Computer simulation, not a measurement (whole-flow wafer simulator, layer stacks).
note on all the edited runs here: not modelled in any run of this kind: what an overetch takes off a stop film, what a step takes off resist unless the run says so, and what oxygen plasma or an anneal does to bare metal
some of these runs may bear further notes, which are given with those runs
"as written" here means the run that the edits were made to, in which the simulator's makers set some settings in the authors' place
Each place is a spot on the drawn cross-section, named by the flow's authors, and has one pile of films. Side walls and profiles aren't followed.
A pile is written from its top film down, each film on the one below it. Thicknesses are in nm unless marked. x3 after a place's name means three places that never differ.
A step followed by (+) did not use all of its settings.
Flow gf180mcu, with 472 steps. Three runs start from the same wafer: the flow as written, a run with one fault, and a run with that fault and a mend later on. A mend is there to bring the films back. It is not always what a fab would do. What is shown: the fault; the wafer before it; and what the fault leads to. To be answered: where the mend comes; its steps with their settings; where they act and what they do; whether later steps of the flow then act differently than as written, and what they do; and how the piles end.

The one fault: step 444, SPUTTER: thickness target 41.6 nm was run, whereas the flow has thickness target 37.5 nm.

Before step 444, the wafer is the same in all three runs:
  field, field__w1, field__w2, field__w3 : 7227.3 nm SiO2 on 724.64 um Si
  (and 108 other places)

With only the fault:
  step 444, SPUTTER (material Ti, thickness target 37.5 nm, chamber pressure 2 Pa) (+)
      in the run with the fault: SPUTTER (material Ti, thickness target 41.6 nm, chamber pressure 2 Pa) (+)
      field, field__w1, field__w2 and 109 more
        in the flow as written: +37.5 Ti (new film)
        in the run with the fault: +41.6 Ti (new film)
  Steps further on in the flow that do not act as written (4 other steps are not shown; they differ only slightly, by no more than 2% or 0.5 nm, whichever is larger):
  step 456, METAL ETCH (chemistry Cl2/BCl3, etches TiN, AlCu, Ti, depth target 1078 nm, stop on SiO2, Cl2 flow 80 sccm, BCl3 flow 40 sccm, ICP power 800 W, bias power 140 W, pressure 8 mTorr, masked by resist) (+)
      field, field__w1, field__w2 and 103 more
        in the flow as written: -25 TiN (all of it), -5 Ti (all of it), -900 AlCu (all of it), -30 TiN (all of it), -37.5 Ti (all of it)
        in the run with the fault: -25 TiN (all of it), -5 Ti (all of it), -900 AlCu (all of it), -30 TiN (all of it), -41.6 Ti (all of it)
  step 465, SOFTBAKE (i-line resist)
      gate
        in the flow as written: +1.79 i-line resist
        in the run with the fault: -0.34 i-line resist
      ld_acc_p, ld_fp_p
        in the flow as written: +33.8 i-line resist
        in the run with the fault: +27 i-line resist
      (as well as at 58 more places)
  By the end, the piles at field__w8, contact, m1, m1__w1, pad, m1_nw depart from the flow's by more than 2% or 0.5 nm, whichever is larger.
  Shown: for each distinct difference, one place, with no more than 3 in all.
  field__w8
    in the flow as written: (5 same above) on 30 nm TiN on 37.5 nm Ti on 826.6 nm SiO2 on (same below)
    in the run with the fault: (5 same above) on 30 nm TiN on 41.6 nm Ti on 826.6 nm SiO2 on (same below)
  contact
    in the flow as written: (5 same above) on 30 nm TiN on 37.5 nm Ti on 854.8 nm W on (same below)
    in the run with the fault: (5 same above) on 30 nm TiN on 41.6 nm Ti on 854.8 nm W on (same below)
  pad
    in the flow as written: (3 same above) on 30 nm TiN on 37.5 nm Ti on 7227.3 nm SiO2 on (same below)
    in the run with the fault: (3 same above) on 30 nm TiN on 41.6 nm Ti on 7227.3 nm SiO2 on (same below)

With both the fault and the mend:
  The mend follows step 444.
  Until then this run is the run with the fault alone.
  step 444a, METAL ETCH (chemistry Cl2/BCl3, etches TiN, AlCu, Ti, depth target 4.1 nm, Cl2 flow 80 sccm, BCl3 flow 40 sccm, ICP power 800 W, bias power 140 W, pressure 8 mTorr) (a further turn of the flow's step 260, with different settings)
      field, field__w1, field__w2 and 109 more
        -4.1 Ti
  Later steps of the flow that are run all act as written at every place that is followed.
  The piles end the same as the flow's at every place that both follow.
